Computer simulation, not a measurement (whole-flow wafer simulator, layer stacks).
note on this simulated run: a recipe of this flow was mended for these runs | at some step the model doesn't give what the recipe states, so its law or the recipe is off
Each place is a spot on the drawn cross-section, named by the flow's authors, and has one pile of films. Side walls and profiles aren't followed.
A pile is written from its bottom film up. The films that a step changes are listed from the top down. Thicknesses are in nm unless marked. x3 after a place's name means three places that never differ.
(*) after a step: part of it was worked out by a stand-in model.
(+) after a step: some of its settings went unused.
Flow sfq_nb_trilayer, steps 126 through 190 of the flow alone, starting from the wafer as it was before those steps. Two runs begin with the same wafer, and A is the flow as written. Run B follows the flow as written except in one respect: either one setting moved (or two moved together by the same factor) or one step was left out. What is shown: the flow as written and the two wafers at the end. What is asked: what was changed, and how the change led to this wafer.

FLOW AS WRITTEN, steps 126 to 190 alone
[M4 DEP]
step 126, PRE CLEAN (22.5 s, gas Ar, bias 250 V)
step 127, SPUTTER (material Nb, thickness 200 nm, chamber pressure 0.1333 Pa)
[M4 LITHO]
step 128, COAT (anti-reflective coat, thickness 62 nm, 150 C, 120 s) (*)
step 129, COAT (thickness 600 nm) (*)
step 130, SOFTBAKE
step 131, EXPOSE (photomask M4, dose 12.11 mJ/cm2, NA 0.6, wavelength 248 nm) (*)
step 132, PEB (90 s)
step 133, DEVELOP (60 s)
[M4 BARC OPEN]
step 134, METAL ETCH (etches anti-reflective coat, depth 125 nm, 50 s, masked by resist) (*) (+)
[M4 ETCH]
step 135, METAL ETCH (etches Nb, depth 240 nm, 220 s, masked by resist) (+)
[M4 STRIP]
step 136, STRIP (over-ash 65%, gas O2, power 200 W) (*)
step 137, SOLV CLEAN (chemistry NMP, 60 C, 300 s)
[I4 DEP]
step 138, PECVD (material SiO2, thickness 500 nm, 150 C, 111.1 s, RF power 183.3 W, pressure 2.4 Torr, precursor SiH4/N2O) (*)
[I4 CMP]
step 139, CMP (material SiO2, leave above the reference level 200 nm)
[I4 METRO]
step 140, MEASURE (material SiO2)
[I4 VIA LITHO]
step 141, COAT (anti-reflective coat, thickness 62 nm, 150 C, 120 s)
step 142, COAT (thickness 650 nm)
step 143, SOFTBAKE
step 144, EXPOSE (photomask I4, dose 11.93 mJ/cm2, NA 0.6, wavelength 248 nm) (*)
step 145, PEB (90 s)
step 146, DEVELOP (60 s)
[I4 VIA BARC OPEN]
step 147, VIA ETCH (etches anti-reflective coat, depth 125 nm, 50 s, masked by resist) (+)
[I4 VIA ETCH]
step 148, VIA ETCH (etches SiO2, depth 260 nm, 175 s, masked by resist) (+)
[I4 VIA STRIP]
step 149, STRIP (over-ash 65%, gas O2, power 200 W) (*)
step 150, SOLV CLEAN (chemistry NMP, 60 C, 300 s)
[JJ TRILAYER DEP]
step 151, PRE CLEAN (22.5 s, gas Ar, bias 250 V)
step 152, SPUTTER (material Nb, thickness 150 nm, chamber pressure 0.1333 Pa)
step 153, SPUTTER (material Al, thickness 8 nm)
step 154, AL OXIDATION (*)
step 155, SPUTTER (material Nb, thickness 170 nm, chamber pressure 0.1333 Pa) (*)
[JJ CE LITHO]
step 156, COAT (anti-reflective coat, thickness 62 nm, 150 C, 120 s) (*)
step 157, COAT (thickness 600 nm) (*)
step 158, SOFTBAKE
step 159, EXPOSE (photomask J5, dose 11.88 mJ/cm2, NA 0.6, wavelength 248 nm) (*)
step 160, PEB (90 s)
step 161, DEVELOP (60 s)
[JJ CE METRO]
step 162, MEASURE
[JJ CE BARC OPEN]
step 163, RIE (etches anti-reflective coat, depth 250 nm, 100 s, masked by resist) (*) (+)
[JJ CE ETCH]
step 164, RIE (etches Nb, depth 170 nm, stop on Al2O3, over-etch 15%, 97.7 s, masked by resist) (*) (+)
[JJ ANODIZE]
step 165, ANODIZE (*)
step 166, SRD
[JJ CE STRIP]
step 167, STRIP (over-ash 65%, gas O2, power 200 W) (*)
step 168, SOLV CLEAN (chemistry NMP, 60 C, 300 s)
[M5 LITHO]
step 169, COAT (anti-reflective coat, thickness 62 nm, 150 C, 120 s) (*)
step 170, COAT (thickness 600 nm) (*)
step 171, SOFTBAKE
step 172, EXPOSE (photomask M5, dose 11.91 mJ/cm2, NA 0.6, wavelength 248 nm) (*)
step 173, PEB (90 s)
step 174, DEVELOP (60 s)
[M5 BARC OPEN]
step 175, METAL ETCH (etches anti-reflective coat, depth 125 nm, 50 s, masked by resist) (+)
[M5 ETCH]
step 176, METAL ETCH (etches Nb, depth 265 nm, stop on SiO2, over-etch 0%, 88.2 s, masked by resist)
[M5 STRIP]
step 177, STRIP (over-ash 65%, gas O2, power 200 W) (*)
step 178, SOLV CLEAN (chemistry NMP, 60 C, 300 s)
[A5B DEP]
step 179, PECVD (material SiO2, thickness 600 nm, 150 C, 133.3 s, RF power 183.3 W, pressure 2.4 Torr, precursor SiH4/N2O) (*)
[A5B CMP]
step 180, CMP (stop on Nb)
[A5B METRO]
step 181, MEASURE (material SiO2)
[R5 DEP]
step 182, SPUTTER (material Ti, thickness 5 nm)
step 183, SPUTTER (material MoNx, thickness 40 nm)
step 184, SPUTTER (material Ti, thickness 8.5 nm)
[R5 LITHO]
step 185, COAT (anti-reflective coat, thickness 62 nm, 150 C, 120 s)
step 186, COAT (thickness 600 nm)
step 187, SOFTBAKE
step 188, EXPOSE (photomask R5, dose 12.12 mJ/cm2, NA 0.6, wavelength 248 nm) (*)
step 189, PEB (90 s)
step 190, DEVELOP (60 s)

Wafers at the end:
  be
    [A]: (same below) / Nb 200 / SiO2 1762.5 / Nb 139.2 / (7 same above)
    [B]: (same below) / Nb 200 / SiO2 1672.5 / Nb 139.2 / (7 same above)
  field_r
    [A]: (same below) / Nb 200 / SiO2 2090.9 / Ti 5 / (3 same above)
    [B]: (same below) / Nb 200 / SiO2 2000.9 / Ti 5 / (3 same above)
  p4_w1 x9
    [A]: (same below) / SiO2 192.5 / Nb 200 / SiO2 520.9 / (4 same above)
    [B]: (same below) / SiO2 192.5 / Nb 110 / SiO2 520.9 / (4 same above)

What caused this: step 127, SPUTTER: thickness 110 nm was run, while the flow as written has thickness 200 nm.
The wafer lets one read it off: p4_w1 x9 has Nb 110, and step 127 as written asks for 200 nm.

How this came from the change, step by step:
  step 127, SPUTTER (material Nb, thickness 200 nm, chamber pressure 0.1333 Pa)
      field_l, v_sur, via_wl and 102 more: A Nb gains 200 (new film) | B Nb gains 110 (new film)
      via_v: A Nb gains 164.5 | B Nb gains 90.2
  step 128, COAT (anti-reflective coat, thickness 62 nm, 150 C, 120 s) (*)
      via_v: A anti-reflective coat gains 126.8 (new film) | B anti-reflective coat gains 122.1 (new film)
      wire: A anti-reflective coat gains 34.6 (new film) | B anti-reflective coat gains 33.6 (new film)
  step 135, METAL ETCH (etches Nb, depth 240 nm, 220 s, masked by resist) (+)
      field_l, be, be_sur and 64 more: A Nb loses 200 (all of it), SiO2 loses 4 | B Nb loses 110 (all of it), SiO2 loses 13
  step 136, STRIP (over-ash 65%, gas O2, power 200 W) (*)
      via_v: A KrF-resist-other-grade loses 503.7 (all of it), anti-reflective coat loses 126.8 (all of it) | B KrF-resist-other-grade loses 494.2 (all of it), anti-reflective coat loses 122.1 (all of it)
      wire: A KrF-resist-other-grade loses 369 (all of it), anti-reflective coat loses 34.6 (all of it) | B KrF-resist-other-grade loses 370.7 (all of it), anti-reflective coat loses 33.6 (all of it)
  step 138, PECVD (material SiO2, thickness 500 nm, 150 C, 111.1 s, RF power 183.3 W, pressure 2.4 Torr, precursor SiH4/N2O) (*)
      p3_s0 x6: A SiO2 gains 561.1 | B SiO2 gains 500
      via_v: A SiO2 gains 621.2 (new film) | B SiO2 gains 596 (new film)
  step 139, CMP (material SiO2, leave above the reference level 200 nm)
      field_l, be, be_sur and 55 more: A SiO2 loses 96 | B SiO2 loses 177
      p3_s0 x6: A SiO2 loses 157.1 | B SiO2 loses 177
      (also at 4 further places)
